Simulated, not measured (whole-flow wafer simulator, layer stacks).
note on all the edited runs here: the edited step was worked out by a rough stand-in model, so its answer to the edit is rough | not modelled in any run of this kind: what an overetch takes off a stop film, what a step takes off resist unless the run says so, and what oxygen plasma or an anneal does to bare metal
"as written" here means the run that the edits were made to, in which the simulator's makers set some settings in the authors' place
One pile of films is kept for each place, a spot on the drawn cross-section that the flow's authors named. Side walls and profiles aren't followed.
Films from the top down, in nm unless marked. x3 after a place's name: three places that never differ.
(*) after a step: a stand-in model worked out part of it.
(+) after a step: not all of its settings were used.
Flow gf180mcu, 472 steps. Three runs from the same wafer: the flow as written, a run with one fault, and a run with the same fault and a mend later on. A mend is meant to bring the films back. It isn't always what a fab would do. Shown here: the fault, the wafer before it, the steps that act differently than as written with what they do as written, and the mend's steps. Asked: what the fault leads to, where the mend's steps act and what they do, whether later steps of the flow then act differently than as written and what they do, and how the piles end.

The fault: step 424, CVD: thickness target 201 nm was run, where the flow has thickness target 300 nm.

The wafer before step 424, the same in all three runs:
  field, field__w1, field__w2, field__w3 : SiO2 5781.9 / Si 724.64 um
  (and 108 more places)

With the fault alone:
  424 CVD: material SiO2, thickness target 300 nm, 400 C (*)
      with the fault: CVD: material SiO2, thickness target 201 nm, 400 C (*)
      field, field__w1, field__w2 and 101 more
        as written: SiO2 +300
        with the fault: SiO2 +201
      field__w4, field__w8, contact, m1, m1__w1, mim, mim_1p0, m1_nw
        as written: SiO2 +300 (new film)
        with the fault: SiO2 +201 (new film)
  Later steps of the flow that act differently than as written (2 more steps differ only slightly, by at most 2% or 0.5 nm, whichever is larger, and aren't shown):
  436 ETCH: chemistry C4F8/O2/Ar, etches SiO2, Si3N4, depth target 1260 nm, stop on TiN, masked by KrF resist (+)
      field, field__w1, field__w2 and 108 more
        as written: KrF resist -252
        with the fault: KrF resist -231.7
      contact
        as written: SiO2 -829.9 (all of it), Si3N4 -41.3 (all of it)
        with the fault: SiO2 -730.9 (all of it), Si3N4 -41.3 (all of it)
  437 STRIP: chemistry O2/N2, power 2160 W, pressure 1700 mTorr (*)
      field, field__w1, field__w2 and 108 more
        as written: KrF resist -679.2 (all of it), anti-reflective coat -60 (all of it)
        with the fault: KrF resist -699.5 (all of it), anti-reflective coat -60 (all of it)
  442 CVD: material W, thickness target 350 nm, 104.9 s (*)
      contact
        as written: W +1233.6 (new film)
        with the fault: W +1133.8 (new film)
  At the end the piles differ from the flow's by more than 2% or 0.5 nm, whichever is larger, at field__w4, field__w8, contact, m1, m1__w1, mim, mim_1p0, m1_nw.
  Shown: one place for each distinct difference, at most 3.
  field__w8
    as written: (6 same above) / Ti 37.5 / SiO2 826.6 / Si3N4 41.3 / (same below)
    with the fault: (6 same above) / Ti 37.5 / SiO2 727.6 / Si3N4 41.3 / (same below)
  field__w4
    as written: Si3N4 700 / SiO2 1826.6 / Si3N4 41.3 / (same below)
    with the fault: Si3N4 700 / SiO2 1727.6 / Si3N4 41.3 / (same below)
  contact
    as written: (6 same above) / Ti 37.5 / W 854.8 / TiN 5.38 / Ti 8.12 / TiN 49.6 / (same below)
    with the fault: (6 same above) / Ti 37.5 / W 755 / TiN 5.7 / Ti 8.6 / TiN 49.6 / (same below)

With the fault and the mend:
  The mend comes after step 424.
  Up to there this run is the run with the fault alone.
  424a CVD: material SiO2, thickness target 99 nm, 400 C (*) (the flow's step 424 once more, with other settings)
      field, field__w1, field__w2 and 109 more
        SiO2 +99
  No later step of the flow acts differently than as written at any place that is followed.
  At the end the piles are the same as the flow's at every place that both follow.
